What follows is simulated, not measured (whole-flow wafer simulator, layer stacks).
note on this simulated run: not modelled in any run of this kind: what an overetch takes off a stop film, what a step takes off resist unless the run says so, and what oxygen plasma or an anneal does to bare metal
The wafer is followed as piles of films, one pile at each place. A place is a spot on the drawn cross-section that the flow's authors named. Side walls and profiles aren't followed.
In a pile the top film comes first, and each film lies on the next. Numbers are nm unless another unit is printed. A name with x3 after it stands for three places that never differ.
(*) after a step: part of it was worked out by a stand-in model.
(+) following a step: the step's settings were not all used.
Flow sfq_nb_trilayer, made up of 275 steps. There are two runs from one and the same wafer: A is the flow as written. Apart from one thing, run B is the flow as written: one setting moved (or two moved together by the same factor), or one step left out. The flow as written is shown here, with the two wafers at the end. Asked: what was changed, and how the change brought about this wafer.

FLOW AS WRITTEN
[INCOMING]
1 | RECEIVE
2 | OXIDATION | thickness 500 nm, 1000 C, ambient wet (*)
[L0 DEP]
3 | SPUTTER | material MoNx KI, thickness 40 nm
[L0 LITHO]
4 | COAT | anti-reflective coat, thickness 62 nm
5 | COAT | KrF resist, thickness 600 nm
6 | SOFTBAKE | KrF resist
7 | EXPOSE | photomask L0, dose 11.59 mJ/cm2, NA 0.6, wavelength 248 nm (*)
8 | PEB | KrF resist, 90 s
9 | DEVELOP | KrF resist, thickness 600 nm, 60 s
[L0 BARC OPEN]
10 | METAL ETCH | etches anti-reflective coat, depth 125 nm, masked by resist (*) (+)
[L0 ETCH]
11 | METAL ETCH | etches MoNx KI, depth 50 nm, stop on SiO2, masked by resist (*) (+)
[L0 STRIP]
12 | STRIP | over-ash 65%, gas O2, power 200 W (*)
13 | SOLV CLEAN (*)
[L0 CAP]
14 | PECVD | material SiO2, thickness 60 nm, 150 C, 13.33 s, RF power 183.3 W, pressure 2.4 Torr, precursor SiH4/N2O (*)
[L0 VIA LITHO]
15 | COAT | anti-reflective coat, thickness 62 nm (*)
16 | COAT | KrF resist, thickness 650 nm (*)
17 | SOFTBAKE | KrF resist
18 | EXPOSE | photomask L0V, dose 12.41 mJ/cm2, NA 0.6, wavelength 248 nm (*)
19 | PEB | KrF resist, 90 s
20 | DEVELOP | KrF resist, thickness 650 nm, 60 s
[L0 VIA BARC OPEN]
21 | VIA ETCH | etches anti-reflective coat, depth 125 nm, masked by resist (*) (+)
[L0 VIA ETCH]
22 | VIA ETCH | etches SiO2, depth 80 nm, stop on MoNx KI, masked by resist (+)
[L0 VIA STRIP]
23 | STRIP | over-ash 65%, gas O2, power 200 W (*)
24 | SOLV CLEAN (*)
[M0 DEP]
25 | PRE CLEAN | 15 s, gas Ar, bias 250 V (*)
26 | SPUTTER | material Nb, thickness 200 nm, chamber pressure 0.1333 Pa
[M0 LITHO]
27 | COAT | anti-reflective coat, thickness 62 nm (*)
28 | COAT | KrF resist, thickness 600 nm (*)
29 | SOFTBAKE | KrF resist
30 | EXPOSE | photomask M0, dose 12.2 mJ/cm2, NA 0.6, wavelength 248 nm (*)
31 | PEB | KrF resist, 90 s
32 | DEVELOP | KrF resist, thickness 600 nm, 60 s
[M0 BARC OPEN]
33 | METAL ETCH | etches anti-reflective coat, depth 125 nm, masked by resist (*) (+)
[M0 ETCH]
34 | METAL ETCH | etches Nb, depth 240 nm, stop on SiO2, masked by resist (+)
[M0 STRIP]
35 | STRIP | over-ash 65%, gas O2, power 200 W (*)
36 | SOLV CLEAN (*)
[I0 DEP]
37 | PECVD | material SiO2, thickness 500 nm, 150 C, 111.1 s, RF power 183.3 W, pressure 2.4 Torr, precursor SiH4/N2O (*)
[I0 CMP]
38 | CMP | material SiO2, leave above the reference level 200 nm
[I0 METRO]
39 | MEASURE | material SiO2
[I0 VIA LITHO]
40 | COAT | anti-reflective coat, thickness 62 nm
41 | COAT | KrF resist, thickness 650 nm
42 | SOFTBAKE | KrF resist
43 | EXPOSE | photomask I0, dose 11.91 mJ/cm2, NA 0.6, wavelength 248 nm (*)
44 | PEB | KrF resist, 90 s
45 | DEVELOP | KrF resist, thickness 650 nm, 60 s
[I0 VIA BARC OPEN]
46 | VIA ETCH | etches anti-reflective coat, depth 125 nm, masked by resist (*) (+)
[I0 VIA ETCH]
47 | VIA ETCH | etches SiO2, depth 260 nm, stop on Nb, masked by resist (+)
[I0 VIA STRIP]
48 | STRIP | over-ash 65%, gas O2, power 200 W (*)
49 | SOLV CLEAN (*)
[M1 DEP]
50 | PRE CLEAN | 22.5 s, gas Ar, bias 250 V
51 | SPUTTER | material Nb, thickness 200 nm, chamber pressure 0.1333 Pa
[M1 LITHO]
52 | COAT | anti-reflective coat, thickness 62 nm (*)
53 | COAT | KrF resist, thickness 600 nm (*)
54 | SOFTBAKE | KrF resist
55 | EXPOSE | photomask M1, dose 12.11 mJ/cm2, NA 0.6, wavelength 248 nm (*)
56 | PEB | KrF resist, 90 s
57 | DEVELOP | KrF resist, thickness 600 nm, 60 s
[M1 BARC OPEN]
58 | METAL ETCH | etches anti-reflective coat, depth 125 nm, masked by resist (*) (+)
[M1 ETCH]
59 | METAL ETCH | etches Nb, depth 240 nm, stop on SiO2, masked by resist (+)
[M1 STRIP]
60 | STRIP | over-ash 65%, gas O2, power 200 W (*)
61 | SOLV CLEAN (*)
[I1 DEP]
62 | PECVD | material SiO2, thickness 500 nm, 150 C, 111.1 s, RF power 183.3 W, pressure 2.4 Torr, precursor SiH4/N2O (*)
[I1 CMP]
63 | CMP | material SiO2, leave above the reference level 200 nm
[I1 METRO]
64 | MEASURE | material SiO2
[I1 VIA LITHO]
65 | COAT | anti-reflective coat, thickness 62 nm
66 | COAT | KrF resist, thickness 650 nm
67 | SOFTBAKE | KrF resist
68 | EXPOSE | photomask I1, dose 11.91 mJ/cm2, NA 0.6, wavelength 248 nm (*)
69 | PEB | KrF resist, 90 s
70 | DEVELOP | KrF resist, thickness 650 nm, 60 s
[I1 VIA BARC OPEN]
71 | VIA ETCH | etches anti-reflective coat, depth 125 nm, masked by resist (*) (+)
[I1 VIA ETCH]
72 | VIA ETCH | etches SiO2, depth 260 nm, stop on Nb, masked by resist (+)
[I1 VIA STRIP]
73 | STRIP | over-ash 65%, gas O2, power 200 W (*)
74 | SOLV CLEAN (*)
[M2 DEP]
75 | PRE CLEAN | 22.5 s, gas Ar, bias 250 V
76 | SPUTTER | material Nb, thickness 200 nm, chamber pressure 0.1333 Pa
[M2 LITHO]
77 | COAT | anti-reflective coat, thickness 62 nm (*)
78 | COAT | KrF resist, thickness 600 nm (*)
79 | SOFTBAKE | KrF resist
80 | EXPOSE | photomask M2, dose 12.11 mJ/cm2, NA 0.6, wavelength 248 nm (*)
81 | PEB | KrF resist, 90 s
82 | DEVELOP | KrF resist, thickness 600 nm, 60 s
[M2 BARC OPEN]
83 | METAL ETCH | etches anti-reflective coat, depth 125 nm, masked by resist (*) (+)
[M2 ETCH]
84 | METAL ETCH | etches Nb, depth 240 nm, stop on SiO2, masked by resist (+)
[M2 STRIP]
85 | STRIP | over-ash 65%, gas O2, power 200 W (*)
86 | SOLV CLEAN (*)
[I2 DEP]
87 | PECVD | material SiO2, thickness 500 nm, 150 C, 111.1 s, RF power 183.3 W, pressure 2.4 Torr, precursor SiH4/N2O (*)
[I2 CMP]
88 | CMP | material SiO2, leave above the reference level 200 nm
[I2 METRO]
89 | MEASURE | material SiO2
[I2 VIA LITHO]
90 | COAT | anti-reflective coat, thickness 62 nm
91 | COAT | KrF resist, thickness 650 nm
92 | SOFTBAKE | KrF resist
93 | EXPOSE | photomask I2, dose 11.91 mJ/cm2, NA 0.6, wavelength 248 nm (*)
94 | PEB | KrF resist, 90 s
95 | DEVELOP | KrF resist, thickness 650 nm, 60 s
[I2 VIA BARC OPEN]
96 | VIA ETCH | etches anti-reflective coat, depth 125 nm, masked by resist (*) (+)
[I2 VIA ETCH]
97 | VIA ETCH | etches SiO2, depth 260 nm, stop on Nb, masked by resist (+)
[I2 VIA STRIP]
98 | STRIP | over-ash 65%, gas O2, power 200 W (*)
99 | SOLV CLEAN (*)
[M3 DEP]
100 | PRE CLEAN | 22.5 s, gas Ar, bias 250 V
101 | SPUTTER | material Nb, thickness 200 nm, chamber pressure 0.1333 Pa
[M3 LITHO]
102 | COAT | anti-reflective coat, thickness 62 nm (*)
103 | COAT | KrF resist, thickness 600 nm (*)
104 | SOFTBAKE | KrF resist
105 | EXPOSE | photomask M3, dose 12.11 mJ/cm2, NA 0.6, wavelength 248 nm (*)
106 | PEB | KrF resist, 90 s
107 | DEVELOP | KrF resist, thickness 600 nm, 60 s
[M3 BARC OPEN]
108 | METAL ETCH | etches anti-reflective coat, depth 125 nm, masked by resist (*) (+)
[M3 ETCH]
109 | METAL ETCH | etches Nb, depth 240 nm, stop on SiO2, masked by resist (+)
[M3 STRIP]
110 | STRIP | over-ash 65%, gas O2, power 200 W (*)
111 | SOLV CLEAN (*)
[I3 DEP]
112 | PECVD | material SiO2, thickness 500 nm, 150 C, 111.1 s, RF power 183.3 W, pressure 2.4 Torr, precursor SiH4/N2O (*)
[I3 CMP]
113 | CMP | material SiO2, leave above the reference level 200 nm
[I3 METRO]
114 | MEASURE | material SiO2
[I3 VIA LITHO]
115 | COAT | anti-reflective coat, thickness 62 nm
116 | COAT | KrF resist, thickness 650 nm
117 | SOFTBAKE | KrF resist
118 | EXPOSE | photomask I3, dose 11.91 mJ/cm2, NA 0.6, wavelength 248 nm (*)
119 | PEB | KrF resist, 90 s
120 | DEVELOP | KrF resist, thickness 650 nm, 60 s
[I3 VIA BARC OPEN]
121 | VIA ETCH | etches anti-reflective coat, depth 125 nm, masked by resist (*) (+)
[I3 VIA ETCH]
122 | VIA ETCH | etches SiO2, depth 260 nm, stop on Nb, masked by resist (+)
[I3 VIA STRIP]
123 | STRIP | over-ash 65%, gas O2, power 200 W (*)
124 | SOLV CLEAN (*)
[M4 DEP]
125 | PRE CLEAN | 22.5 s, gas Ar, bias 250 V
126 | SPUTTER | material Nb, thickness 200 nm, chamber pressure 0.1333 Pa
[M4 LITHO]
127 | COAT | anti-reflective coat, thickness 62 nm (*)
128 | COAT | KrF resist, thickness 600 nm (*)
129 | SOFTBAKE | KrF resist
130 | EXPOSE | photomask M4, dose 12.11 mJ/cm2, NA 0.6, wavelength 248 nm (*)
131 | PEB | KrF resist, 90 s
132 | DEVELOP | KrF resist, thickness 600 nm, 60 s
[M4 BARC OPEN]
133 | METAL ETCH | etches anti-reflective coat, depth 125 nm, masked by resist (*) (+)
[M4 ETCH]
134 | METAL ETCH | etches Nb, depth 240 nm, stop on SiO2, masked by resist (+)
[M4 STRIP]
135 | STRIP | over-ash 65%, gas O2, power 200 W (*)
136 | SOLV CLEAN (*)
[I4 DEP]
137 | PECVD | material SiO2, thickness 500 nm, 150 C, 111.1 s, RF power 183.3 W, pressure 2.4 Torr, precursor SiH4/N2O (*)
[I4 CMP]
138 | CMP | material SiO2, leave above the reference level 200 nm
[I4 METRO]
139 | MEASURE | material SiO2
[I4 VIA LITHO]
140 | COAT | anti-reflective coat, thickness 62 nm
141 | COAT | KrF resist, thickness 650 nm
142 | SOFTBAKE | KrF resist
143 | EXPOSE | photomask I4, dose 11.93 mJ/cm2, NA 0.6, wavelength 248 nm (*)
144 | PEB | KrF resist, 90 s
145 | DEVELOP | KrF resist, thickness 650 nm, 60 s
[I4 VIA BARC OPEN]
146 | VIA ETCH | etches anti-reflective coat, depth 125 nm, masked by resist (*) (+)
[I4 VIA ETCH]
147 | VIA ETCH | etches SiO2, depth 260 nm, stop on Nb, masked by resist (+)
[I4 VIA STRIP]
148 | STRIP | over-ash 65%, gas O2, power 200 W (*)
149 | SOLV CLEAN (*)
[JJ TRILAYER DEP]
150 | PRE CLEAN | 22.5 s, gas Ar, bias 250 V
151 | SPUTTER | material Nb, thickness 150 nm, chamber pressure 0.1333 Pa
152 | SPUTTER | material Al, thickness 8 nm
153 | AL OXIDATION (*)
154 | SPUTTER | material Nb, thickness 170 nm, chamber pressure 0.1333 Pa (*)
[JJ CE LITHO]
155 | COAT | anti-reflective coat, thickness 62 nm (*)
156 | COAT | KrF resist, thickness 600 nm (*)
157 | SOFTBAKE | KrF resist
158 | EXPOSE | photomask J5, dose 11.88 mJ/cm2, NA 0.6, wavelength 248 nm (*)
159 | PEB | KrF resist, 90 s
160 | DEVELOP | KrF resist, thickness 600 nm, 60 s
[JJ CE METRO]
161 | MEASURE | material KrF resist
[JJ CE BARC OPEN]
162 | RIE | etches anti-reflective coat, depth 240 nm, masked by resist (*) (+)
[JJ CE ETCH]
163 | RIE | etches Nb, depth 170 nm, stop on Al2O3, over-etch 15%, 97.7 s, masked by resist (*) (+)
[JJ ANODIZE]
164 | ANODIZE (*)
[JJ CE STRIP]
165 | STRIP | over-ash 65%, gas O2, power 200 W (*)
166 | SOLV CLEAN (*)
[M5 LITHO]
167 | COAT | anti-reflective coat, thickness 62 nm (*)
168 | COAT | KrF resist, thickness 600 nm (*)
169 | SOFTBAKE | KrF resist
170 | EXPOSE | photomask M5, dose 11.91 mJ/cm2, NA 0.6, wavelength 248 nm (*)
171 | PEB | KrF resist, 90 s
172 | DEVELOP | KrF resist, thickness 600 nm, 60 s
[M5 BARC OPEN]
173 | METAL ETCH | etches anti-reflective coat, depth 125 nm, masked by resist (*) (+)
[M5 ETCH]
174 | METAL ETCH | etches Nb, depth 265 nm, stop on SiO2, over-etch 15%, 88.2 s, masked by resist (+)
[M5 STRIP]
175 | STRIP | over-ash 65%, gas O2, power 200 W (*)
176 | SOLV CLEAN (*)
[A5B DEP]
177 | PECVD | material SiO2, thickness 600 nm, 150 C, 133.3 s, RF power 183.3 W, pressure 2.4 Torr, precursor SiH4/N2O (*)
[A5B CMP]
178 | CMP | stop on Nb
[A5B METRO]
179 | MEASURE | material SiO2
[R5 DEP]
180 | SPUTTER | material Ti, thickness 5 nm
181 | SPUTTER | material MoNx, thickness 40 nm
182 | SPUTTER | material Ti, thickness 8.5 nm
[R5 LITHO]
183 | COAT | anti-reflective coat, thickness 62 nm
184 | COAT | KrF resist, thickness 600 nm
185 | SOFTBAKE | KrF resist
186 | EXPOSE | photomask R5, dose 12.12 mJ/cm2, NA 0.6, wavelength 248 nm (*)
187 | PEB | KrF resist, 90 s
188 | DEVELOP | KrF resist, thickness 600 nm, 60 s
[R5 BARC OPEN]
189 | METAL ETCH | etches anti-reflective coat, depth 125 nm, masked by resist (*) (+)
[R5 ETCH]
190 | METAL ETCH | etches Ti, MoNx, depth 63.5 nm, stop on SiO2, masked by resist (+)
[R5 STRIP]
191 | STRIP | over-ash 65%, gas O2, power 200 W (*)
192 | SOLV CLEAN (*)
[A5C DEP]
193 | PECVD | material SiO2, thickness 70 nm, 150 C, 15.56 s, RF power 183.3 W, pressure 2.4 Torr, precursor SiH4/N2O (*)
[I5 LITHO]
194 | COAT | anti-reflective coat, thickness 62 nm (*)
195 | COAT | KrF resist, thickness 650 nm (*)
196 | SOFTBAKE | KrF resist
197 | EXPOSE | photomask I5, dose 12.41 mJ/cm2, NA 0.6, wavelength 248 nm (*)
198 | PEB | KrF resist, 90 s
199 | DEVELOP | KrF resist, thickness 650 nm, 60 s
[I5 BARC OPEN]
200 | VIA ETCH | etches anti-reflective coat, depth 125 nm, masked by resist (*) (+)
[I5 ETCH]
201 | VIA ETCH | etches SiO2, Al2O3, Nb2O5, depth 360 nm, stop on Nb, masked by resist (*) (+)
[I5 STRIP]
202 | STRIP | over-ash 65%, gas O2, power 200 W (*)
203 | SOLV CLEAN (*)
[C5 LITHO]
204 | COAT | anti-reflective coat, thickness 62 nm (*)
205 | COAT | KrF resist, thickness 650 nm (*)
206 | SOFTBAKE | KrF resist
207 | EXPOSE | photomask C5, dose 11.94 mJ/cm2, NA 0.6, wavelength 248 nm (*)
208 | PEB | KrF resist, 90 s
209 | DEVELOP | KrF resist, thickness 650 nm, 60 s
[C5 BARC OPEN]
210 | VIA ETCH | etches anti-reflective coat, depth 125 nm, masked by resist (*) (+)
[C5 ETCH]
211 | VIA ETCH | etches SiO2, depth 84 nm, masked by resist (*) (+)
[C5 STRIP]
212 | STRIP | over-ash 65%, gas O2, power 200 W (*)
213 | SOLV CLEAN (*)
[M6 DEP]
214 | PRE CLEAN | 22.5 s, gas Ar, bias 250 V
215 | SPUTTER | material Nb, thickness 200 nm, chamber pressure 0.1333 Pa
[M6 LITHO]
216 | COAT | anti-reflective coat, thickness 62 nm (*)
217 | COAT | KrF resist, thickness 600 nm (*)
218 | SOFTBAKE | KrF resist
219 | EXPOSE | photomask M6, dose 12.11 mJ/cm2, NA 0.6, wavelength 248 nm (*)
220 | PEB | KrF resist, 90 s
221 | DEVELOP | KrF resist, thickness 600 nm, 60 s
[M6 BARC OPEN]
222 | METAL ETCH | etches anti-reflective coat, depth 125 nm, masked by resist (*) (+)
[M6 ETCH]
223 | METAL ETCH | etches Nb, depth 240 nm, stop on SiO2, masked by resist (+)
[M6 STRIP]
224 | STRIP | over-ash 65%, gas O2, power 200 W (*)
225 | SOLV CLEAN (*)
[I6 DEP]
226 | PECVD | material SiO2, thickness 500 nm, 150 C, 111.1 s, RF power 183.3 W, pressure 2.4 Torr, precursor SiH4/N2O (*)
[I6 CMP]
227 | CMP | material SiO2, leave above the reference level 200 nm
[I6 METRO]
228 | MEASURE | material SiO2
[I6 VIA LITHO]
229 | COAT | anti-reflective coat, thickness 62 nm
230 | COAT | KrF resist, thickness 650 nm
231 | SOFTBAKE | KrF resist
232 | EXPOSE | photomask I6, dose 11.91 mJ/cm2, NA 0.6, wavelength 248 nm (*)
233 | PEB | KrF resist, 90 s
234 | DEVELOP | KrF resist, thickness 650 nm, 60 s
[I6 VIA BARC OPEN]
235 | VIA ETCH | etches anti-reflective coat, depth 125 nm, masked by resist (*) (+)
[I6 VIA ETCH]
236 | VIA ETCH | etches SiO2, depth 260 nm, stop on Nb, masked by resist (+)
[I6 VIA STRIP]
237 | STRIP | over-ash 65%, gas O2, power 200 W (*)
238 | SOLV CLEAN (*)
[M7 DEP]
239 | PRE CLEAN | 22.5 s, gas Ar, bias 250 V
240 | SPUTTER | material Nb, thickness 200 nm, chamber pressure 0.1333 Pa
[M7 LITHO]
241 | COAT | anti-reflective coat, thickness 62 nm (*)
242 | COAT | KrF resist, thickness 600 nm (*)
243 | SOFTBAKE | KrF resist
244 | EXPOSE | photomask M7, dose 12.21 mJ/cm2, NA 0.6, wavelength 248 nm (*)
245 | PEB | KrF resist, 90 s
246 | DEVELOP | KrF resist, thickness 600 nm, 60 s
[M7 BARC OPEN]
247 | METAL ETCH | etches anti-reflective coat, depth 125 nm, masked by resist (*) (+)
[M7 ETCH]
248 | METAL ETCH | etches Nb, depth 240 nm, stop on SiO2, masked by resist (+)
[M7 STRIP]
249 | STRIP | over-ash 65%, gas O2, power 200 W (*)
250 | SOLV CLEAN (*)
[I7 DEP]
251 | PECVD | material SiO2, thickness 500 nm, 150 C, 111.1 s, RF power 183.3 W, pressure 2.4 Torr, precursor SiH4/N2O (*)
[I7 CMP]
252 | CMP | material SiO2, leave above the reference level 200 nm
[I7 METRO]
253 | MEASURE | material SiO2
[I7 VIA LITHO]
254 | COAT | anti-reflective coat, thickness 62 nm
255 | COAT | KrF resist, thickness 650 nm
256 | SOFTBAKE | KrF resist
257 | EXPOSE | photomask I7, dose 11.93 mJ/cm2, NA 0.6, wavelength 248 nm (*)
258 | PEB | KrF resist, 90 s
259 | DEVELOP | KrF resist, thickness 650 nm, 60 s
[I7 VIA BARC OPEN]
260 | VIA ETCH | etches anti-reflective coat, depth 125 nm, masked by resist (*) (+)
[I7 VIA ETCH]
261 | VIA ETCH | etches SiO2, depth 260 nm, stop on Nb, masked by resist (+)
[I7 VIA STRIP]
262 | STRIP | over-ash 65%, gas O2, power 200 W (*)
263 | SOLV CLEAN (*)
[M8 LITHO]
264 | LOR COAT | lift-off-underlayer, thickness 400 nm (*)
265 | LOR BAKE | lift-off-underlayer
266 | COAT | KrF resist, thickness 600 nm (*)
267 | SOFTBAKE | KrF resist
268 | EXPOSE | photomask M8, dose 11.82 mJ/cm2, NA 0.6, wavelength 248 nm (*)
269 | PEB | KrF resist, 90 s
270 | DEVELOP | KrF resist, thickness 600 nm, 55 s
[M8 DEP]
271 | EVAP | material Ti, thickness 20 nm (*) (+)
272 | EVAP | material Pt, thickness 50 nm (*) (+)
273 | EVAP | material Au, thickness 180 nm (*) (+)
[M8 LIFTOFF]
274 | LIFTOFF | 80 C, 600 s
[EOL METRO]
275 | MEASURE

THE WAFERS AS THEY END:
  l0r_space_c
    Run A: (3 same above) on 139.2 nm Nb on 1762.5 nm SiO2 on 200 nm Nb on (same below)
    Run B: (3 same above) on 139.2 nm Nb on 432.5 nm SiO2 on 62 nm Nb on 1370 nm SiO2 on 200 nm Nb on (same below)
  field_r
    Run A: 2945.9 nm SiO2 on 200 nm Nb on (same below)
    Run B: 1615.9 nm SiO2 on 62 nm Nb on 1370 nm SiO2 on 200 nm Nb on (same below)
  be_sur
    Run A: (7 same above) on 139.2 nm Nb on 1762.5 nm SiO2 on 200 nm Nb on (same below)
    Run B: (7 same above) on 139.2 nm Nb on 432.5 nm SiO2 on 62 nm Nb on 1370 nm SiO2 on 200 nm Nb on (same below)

Cause: step 126, SPUTTER: thickness 302 nm was run, though the flow has thickness 200 nm.

Step by step, how the change led to this:
  126 | SPUTTER | material Nb, thickness 200 nm, chamber pressure 0.1333 Pa
      field_l, v_sur, via_wl and 102 more: A Nb gains 200 (new film) | B Nb gains 302 (new film)
      via_v: A Nb gains 165.5 | B Nb gains 251.5
  134 | METAL ETCH | etches Nb, depth 240 nm, stop on SiO2, masked by resist (+)
      field_l, be, be_sur and 64 more: A Nb loses 200 (all of it) | B Nb loses 240
  135 | STRIP | over-ash 65%, gas O2, power 200 W (*)
      via_v: A KrF resist loses 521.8 (all of it), anti-reflective coat loses 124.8 (all of it) | B KrF resist loses 533.1 (all of it), anti-reflective coat loses 127.2 (all of it)
  137 | PECVD | material SiO2, thickness 500 nm, 150 C, 111.1 s, RF power 183.3 W, pressure 2.4 Torr, precursor SiH4/N2O (*)
      field_l, be, be_sur and 55 more: A SiO2 gains 500 | B SiO2 gains 500 (new film)
      p3_s0, p3_s1, p3_s2, p3_s3, p3_s4, p3_s5: A SiO2 gains 557.1 | B SiO2 gains 597.1 (new film)
      (also at 3 further places)
  138 | CMP | material SiO2, leave above the reference level 200 nm
      field_l, be, be_sur and 55 more: A SiO2 loses 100 | B SiO2 loses 60
      lsp_r, l0_sur, l0v: A SiO2 loses 91.9 | B SiO2 loses 50.3
      (also at 1 further place)
If metal films that touch count as one body, l0r_space_c has 3 bodies (between them, from the top down: SiO2 432.5; SiO2 1370); the flow as written gives 2 bodies (between them, from the top down: SiO2 1762.5).
If metal films that touch count as one body, field_r has 2 bodies (between them, from the top down: SiO2 1370); the flow as written gives 1 body.
If metal films that touch count as one body, be_sur has 5 bodies (between them, from the top down: SiO2 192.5; SiO2 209 / Al2O3 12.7 / Nb2O5 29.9; SiO2 432.5; SiO2 1370); the flow as written gives 4 bodies (between them, from the top down: SiO2 192.5; SiO2 209 / Al2O3 12.7 / Nb2O5 29.9; SiO2 1762.5).
